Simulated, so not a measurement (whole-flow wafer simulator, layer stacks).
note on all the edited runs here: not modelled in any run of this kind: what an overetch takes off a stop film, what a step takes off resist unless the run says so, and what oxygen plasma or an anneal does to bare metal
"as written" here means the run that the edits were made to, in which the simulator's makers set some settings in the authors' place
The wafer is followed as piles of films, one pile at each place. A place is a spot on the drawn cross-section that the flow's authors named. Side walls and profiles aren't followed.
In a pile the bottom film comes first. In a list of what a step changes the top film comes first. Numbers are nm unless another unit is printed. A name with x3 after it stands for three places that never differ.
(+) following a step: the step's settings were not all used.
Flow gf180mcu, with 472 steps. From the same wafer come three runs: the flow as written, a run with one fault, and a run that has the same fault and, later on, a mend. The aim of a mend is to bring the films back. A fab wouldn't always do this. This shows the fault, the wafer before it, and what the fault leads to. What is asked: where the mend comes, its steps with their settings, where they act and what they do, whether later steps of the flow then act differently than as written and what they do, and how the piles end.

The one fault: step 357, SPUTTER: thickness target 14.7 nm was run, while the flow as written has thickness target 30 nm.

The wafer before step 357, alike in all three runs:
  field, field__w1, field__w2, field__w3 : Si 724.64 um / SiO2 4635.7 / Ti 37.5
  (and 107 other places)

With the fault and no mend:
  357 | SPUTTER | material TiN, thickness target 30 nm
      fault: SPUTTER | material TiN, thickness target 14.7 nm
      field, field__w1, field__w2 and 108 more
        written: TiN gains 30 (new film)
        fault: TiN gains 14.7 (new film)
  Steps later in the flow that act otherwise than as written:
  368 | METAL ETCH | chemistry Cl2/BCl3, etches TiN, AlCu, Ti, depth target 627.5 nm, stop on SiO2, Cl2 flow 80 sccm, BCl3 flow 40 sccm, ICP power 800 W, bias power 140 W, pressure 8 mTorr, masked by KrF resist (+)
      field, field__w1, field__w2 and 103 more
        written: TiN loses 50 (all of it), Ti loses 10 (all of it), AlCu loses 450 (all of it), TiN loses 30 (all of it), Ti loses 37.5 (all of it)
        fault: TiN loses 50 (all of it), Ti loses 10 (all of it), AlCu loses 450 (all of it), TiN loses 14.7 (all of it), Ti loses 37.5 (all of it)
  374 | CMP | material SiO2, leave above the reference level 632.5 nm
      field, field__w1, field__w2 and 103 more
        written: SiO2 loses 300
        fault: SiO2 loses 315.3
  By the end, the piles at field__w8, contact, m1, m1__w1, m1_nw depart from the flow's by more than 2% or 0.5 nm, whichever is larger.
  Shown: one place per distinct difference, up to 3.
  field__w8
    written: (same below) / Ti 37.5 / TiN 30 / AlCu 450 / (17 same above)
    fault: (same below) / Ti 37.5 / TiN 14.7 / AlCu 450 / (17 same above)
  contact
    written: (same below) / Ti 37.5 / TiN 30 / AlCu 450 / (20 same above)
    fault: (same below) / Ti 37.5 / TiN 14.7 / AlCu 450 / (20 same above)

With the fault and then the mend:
  The mend follows step 357.
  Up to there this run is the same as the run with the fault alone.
  357a | SPUTTER | material TiN, thickness target 15.3 nm (the flow's step 357, run once more with other settings)
      field, field__w1, field__w2 and 108 more
        TiN gains 15.3
  None of the later steps of the flow acts differently than as written at any place that is followed.
  The piles end the same as the flow's at every place that both follow.
